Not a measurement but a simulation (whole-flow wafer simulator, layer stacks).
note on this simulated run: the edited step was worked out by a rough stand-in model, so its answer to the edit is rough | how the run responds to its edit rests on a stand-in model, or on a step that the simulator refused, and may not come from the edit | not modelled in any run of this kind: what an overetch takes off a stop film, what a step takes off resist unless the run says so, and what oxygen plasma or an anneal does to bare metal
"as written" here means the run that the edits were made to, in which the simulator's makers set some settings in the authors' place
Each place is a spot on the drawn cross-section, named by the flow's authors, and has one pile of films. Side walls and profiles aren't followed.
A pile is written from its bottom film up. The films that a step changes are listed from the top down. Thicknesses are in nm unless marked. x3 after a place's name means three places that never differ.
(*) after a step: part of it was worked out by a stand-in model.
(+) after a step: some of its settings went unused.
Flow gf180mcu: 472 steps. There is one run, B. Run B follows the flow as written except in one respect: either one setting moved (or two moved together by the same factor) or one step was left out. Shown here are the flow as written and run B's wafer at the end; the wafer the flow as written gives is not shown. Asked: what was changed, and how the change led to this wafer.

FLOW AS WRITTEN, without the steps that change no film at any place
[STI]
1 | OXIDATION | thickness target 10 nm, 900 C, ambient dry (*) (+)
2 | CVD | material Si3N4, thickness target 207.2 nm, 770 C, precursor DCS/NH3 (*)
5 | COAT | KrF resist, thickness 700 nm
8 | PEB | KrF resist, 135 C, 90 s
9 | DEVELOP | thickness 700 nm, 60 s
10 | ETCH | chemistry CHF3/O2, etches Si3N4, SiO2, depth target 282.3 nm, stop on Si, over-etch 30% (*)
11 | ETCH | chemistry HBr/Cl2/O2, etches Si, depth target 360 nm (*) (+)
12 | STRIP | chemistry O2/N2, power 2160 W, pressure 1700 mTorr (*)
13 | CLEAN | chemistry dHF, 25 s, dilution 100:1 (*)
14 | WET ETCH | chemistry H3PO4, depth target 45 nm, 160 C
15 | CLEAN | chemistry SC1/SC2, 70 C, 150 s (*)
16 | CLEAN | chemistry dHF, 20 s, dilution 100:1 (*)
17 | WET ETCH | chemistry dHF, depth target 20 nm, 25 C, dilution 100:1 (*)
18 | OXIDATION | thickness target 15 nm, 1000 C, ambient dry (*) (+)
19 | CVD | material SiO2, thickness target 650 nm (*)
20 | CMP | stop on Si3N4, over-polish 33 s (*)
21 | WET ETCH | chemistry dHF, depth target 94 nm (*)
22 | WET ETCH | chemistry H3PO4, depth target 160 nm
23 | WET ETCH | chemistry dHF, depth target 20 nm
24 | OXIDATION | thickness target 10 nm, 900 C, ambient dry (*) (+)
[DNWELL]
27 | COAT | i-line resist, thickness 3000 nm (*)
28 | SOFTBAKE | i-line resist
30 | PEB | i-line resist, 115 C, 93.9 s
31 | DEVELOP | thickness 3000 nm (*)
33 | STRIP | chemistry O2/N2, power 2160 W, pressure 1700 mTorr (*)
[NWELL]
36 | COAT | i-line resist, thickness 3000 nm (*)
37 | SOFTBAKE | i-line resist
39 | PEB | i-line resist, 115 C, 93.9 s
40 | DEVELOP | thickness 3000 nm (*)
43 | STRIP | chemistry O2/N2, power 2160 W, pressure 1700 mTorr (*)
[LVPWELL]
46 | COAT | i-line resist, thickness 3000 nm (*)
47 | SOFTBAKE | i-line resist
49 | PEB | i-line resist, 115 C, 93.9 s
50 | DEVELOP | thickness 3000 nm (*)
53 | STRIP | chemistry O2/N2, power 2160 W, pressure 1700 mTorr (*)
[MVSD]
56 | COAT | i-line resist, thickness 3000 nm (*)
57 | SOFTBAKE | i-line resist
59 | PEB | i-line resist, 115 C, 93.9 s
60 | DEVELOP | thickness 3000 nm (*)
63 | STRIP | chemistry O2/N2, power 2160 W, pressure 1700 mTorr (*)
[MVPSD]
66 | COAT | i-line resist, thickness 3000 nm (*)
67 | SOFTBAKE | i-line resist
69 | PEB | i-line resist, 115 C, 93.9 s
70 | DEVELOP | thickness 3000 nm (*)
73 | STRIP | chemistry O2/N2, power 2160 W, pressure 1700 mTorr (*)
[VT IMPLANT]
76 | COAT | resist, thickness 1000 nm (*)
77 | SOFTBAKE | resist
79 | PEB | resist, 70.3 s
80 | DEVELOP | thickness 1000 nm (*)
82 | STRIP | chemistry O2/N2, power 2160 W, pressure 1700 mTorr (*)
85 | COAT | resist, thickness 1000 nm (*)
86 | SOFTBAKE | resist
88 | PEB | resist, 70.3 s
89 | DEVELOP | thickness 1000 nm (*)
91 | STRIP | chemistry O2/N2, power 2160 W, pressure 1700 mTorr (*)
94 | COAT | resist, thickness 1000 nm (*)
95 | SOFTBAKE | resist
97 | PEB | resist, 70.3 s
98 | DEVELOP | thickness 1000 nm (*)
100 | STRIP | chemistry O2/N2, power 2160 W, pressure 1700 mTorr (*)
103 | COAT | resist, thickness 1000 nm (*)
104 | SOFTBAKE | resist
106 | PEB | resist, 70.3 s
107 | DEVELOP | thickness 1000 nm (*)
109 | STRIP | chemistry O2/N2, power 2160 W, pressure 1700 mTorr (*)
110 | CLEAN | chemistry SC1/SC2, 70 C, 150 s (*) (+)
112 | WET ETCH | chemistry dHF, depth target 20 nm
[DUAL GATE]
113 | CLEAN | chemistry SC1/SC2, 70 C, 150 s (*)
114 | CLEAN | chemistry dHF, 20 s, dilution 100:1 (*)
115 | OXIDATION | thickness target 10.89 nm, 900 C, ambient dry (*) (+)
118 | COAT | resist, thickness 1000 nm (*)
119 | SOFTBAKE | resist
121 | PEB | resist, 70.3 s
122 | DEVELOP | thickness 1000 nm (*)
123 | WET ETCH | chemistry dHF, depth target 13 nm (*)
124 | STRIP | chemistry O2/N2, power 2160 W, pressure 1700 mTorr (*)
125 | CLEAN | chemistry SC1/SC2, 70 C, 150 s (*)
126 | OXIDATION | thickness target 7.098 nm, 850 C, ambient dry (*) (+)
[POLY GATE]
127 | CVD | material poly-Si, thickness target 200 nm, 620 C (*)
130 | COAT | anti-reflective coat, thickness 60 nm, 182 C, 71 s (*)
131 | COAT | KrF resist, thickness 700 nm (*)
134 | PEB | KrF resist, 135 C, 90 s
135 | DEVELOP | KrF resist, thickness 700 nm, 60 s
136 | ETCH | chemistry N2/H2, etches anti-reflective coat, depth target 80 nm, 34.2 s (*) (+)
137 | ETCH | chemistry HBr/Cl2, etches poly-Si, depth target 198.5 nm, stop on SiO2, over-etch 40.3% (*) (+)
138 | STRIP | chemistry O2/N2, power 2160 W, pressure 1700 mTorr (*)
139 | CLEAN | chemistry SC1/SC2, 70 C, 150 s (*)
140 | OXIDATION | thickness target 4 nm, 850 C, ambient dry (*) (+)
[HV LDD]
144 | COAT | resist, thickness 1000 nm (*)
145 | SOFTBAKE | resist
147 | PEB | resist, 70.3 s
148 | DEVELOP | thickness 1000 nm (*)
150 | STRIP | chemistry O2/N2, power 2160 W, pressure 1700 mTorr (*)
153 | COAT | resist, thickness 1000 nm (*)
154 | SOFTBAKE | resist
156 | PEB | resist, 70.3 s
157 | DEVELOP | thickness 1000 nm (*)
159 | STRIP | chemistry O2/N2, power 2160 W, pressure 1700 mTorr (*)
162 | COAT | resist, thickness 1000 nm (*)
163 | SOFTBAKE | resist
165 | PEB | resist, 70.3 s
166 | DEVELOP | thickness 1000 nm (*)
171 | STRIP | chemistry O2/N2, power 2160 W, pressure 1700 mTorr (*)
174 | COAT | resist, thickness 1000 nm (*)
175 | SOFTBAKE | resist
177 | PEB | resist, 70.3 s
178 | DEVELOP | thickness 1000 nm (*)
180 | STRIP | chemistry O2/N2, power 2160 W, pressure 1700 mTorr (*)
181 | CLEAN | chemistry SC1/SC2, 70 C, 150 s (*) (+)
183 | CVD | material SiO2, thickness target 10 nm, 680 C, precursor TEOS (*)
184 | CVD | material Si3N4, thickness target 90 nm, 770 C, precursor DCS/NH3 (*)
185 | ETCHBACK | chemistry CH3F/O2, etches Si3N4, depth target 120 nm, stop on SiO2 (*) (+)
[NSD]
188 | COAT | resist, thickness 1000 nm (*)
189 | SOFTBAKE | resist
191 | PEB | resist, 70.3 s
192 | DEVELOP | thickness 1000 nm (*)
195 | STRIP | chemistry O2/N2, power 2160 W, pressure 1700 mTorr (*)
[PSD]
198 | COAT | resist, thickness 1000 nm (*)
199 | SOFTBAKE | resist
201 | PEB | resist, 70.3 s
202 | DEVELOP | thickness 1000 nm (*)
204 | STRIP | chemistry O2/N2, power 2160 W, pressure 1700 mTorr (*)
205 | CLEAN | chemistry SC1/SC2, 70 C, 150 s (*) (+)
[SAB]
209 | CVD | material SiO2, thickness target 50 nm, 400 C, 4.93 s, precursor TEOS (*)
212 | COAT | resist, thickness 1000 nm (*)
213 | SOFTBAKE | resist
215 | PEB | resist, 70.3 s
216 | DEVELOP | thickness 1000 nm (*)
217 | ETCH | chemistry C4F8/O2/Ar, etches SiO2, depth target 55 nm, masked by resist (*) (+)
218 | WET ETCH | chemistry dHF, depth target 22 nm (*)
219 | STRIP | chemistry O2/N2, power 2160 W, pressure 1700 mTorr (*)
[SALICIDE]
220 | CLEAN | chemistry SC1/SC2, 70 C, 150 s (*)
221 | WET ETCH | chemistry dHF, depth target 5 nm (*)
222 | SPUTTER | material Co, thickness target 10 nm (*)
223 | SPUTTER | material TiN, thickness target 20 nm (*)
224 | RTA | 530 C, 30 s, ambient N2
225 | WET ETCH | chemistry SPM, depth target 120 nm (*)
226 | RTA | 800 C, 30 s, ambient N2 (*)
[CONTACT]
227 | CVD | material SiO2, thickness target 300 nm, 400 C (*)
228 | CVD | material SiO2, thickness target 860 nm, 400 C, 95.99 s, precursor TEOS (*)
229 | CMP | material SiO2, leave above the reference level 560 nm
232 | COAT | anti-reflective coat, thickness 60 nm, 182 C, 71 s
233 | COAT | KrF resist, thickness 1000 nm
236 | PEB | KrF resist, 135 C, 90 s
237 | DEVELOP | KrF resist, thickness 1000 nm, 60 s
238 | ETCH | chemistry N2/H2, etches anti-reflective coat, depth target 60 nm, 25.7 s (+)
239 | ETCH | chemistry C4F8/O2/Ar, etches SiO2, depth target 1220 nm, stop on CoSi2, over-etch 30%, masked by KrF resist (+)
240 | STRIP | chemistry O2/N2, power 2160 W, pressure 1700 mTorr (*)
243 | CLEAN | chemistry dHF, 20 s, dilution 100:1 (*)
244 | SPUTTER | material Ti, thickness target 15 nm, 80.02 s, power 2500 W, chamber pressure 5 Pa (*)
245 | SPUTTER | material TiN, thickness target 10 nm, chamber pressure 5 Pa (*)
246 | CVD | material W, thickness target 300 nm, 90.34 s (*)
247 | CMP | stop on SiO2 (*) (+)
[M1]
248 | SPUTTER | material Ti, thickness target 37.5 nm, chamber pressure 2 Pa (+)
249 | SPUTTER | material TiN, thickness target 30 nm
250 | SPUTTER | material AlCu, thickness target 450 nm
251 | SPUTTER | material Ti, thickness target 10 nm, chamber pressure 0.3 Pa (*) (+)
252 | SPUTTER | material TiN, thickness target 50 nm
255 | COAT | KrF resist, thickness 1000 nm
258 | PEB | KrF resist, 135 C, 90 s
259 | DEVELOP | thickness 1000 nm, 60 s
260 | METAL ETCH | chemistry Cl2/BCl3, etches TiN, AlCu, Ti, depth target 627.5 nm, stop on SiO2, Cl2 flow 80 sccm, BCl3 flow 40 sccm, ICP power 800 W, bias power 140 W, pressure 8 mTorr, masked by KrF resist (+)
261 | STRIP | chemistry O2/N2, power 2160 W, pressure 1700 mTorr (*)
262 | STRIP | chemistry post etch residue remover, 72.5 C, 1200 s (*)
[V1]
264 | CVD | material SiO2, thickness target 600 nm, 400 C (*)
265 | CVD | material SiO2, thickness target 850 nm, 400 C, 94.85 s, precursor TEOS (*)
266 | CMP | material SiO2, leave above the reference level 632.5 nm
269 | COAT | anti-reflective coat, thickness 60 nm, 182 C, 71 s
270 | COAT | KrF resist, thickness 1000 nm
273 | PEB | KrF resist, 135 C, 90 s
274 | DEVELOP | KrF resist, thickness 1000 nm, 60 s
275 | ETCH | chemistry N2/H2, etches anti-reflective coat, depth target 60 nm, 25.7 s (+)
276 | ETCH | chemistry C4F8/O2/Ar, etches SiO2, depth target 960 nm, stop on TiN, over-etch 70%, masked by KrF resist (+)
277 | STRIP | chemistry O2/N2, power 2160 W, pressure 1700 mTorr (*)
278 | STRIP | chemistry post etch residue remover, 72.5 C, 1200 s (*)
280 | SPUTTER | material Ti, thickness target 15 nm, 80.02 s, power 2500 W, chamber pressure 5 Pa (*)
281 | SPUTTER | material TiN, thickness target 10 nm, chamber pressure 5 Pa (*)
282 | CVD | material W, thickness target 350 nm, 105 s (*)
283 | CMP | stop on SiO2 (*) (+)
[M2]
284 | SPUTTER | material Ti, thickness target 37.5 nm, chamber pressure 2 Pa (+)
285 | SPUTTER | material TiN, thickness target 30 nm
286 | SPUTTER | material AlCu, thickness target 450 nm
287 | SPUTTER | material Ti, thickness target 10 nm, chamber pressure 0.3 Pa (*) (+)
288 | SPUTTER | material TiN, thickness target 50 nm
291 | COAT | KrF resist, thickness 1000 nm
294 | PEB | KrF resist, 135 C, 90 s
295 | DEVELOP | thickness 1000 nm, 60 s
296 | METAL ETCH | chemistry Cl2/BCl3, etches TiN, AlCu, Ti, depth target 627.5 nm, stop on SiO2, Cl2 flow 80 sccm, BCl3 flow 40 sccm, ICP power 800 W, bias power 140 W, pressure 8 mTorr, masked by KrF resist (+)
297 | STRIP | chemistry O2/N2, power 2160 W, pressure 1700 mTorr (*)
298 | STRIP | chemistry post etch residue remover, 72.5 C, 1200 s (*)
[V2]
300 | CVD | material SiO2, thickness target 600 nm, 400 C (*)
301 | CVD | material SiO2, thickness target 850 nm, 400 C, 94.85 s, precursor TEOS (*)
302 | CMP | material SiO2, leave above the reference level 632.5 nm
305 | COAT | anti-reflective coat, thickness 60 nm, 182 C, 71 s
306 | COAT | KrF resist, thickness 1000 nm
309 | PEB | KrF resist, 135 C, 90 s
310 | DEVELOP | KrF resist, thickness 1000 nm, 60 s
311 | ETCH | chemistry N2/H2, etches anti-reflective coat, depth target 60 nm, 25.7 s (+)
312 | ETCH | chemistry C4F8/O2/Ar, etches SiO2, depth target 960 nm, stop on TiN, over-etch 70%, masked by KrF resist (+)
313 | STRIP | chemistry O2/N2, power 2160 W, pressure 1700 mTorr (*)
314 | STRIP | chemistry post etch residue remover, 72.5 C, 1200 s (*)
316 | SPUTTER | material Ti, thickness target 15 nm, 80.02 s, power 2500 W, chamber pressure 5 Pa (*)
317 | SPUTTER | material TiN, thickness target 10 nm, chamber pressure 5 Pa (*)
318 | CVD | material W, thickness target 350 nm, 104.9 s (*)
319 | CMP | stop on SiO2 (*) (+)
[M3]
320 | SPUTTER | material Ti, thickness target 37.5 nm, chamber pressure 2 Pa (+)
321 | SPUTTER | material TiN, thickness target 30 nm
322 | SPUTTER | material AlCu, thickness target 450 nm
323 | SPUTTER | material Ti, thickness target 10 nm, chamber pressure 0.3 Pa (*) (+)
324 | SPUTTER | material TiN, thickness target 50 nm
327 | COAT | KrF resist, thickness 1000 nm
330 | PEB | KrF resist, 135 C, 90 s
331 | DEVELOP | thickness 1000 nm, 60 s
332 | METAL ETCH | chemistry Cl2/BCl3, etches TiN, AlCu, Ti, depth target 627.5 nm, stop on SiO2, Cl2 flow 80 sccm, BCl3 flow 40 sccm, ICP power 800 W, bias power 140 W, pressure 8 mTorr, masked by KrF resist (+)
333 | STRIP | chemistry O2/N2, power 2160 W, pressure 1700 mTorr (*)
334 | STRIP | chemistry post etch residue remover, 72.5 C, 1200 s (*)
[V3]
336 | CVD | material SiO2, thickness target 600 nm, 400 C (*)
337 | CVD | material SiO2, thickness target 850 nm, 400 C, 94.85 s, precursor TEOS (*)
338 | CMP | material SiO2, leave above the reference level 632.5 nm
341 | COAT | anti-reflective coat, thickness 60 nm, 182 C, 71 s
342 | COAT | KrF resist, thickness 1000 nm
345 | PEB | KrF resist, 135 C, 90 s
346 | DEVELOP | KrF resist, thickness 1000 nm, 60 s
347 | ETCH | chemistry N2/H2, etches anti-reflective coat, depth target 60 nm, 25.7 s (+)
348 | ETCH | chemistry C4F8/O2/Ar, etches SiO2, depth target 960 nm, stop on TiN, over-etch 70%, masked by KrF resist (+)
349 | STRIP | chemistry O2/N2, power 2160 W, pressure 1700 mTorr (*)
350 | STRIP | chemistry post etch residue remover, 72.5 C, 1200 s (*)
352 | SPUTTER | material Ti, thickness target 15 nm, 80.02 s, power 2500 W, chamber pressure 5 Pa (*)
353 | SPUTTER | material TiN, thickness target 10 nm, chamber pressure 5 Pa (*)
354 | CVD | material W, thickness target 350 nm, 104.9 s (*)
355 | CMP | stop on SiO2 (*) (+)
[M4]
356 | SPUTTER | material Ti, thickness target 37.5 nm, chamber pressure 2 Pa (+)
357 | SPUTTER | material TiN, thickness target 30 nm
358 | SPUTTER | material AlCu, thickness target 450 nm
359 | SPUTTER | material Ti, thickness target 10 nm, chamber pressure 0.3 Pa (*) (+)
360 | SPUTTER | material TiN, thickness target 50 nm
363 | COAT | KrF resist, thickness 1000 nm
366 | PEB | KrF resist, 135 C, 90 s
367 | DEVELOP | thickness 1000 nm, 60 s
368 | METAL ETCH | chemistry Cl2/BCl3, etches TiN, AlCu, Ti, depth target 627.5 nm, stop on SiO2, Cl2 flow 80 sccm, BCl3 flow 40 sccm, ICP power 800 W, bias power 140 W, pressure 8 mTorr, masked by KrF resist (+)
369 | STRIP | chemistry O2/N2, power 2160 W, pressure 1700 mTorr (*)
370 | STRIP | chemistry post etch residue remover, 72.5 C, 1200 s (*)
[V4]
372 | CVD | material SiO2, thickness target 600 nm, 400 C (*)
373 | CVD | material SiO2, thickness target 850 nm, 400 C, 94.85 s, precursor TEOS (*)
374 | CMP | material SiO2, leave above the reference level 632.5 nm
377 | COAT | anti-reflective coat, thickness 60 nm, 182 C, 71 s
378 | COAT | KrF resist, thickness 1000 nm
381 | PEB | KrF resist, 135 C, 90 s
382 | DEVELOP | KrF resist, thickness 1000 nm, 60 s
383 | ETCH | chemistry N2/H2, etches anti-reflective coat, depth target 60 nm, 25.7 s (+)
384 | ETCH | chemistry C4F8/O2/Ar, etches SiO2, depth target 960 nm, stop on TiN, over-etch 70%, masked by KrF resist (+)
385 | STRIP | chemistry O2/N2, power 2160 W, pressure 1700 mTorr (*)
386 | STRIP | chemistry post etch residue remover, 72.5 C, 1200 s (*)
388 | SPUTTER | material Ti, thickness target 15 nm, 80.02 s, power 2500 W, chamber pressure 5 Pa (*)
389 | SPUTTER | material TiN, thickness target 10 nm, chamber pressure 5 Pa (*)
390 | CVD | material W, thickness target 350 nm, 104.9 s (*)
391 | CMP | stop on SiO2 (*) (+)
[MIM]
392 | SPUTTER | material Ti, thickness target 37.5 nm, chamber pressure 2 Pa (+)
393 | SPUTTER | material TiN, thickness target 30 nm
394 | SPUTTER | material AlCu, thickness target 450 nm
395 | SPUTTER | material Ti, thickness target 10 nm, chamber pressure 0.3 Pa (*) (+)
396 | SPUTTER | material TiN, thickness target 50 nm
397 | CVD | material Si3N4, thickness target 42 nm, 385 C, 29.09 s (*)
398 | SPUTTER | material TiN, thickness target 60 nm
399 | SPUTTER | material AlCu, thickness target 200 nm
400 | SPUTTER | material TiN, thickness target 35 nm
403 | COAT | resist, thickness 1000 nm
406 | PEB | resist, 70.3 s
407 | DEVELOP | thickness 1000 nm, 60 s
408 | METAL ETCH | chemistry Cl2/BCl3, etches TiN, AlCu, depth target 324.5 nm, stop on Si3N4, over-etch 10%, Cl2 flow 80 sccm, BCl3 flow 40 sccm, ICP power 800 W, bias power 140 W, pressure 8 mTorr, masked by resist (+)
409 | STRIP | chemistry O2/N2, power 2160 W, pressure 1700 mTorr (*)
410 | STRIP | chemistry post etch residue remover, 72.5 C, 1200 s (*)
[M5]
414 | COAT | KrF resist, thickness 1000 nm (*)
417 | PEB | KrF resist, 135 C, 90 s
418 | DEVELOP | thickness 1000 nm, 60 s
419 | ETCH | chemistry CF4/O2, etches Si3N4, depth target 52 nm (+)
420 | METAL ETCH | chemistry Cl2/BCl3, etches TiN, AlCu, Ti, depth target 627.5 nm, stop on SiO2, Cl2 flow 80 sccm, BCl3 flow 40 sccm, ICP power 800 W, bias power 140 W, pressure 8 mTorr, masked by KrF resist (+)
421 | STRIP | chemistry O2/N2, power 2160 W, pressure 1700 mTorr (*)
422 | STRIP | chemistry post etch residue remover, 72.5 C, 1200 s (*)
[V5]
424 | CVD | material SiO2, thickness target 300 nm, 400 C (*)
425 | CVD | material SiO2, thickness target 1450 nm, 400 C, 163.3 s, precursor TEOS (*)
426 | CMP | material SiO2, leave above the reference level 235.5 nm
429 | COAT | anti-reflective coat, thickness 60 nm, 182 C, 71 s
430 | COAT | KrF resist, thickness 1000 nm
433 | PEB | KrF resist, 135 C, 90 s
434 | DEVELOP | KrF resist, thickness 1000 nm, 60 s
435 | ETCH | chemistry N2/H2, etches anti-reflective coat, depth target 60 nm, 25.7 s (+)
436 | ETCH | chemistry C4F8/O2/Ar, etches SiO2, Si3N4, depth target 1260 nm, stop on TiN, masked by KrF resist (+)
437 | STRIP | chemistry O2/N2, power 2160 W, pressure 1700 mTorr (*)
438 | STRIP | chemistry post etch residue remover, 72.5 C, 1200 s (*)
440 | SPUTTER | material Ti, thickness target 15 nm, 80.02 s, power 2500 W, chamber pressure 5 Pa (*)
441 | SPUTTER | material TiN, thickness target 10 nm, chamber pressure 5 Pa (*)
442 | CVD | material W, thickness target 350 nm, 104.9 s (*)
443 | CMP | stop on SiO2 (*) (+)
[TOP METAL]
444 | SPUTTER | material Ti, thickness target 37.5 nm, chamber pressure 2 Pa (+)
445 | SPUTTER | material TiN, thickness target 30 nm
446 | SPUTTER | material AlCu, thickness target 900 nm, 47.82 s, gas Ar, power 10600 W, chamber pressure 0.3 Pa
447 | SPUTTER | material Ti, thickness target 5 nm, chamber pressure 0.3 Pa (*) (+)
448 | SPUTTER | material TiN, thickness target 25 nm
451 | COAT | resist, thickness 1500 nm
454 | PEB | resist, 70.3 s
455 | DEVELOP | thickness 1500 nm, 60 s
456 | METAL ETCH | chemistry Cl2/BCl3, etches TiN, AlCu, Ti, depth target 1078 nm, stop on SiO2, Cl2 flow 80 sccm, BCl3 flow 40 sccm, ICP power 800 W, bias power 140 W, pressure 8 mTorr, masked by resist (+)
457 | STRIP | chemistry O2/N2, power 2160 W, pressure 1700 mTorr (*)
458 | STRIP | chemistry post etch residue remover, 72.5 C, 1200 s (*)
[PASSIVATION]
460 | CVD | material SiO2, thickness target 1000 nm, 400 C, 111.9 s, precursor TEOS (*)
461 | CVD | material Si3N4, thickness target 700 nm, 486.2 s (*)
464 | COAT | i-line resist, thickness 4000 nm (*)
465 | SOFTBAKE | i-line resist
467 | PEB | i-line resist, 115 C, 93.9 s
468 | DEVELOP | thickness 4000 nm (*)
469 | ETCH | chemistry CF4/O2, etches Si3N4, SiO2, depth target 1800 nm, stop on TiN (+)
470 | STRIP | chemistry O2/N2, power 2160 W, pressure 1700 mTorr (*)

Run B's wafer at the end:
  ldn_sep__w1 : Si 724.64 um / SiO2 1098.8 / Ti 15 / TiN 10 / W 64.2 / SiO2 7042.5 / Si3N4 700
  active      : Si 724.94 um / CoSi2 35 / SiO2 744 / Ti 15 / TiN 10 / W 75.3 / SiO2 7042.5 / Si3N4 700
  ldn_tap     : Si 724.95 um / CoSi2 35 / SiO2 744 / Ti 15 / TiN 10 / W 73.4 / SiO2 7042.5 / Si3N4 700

Cause: step 228, CVD: thickness target 439 nm was run, whereas the flow has thickness target 860 nm; step 228, CVD: 48.96 s was run, where the flow has 95.99 s.

The path from the change to this, step by step:
  228 | CVD | material SiO2, thickness target 860 nm, 400 C, 95.99 s, precursor TEOS (*)
      field, field__w7, field__w8 and 70 more: +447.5 SiO2 (as written it would have been: +860 SiO2)
      field__w3, field__w12: +423.8 SiO2 (as written it would have been: +807.3 SiO2)
      (as well as at 36 more places)
  229 | CMP | material SiO2, leave above the reference level 560 nm
      ldn_sep__w1, ldn_sep__w2, ldn_dft and 8 more: nothing (as written it would have been: -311 SiO2)
      active, p_well, sd_n, iso_ptap_pw, iso_ntap_nw, iso_ptap_sub, vpnp_e: nothing (as written it would have been: -299.9 SiO2)
      (as well as at 93 more places)
  232 | COAT | anti-reflective coat, thickness 60 nm, 182 C, 71 s
      p_well, sd_n, ldp_fld__w2, vpnp_e: +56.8 anti-reflective coat (new film) (as written it would have been: +60 anti-reflective coat (new film))
      field, ldp_tap: +71.9 anti-reflective coat (new film) (as written it would have been: +60 anti-reflective coat (new film))
      (as well as at 93 more places)
  233 | COAT | KrF resist, thickness 1000 nm
      p_well, sti, sd_n, mim_1p0, pad, dice_street: +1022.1 KrF resist (new film) (as written it would have been: +1000 KrF resist (new film))
      gate_nat, ldp_ch: +952.9 KrF resist (new film) (as written it would have been: +1000 KrF resist (new film))
      (as well as at 54 more places)
  236 | PEB | KrF resist, 135 C, 90 s
      field_sub, ld_drn_p: -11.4 KrF resist (as written it would have been: -10.5 KrF resist)
      ld_body_p_dnw, ldn_ch: -9.74 KrF resist (as written it would have been: -10.5 KrF resist)
      (as well as at 10 more places)
  237 | DEVELOP | KrF resist, thickness 1000 nm, 60 s
      contact: -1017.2 KrF resist (all of it) (as written it would have been: -989.5 KrF resist (all of it))
      polyc_n: -950.3 KrF resist (all of it) (as written it would have been: -989.5 KrF resist (all of it))
      (as well as at 1 more place)
  238 | ETCH | chemistry N2/H2, etches anti-reflective coat, depth target 60 nm, 25.7 s (+)
      contact: -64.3 anti-reflective coat (all of it), -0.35 SiO2 (as written it would have been: -60 anti-reflective coat (all of it), -0.46 SiO2)
      polyc_n: -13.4 anti-reflective coat (all of it), -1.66 SiO2 (as written it would have been: -60 anti-reflective coat (all of it), -0.46 SiO2)
      (as well as at 1 more place)
  239 | ETCH | chemistry C4F8/O2/Ar, etches SiO2, depth target 1220 nm, stop on CoSi2, over-etch 30%, masked by KrF resist (+)
      field, field__w1, field__w2 and 105 more: -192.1 KrF resist (as written it would have been: -223.5 KrF resist)
      contact: -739 SiO2 (all of it) (as written it would have been: -859.5 SiO2 (all of it))
  240 | STRIP | chemistry O2/N2, power 2160 W, pressure 1700 mTorr (*)
      sti, mim_1p0, pad, dice_street: -761 KrF resist (all of it), -59.9 anti-reflective coat (all of it) (as written it would have been: -707.7 KrF resist (all of it), -60 anti-reflective coat (all of it))
      p_well, sd_n: -761 KrF resist (all of it), -56.8 anti-reflective coat (all of it) (as written it would have been: -707.7 KrF resist (all of it), -60 anti-reflective coat (all of it))
      (as well as at 102 more places)
  244 | SPUTTER | material Ti, thickness target 15 nm, 80.02 s, power 2500 W, chamber pressure 5 Pa (*)
      field__w12, ld_drift_n: +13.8 Ti (new film) (as written it would have been: +15 Ti (new film))
      field__w3: +14.3 Ti (new film) (as written it would have been: +15 Ti (new film))
      (as well as at 3 more places)
  245 | SPUTTER | material TiN, thickness target 10 nm, chamber pressure 5 Pa (*)
      field__w12: +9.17 TiN (new film) (as written it would have been: +10 TiN (new film))
      ld_drift_n: +9.21 TiN (new film) (as written it would have been: +10 TiN (new film))
      (as well as at 1 more place)
  246 | CVD | material W, thickness target 300 nm, 90.34 s (*)
      contact: +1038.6 W (new film) (as written it would have been: +1167.5 W (new film))
  247 | CMP | stop on SiO2 (*) (+)
      gate, gate_hv, gate_p and 23 more: -300 W (all of it), -10 TiN (all of it), -15 Ti (all of it) (as written it would have been: -300 W (all of it), -10 TiN (all of it), -15 Ti (all of it), -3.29 SiO2)
      ldn_sep__w1, ldn_sep__w2, ldn_dft and 8 more: -223.5 W (as written it would have been: -300 W (all of it), -10 TiN (all of it), -15 Ti (all of it), -3.29 SiO2)
      (as well as at 72 more places)
  248 | SPUTTER | material Ti, thickness target 37.5 nm, chamber pressure 2 Pa (+)
      spacer: +37.5 Ti (as written it would have been: +37.5 Ti (new film))
  260 | METAL ETCH | chemistry Cl2/BCl3, etches TiN, AlCu, Ti, depth target 627.5 nm, stop on SiO2, Cl2 flow 80 sccm, BCl3 flow 40 sccm, ICP power 800 W, bias power 140 W, pressure 8 mTorr, masked by KrF resist (+)
      field, field__w1, field__w2 and 74 more: -50 TiN (all of it), -10 Ti (all of it), -450 AlCu (all of it), -30 TiN (all of it), -37.5 Ti (all of it), -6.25 W (as written it would have been: -50 TiN (all of it), -10 Ti (all of it), -450 AlCu (all of it), -30 TiN (all of it), -37.5 Ti (all of it))
      spacer: -50 TiN (all of it), -10 Ti (all of it), -450 AlCu (all of it), -30 TiN (all of it), -45.1 Ti (all of it) (as written it would have been: -50 TiN (all of it), -10 Ti (all of it), -450 AlCu (all of it), -30 TiN (all of it), -37.5 Ti (all of it))
  262 | STRIP | chemistry post etch residue remover, 72.5 C, 1200 s (*)
      field, field__w1, field__w2 and 74 more: -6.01 W (as written it would have been: nothing)
  ... 1 other step ...
  266 | CMP | material SiO2, leave above the reference level 632.5 nm
      field, field__w1, field__w2 and 74 more: -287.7 SiO2 (as written it would have been: -300 SiO2)
      spacer: -292.4 SiO2 (as written it would have been: -300 SiO2)
With metal films that touch counted as one body, ldn_sep__w1 has 1 body; the flow as written gives 0 bodies.
With metal films that touch counted as one body, active has 2 bodies (between them, from the top down: SiO2 744); the flow as written gives 1 body.
With metal films that touch counted as one body, ldn_tap has 2 bodies (between them, from the top down: SiO2 744); the flow as written gives 1 body.
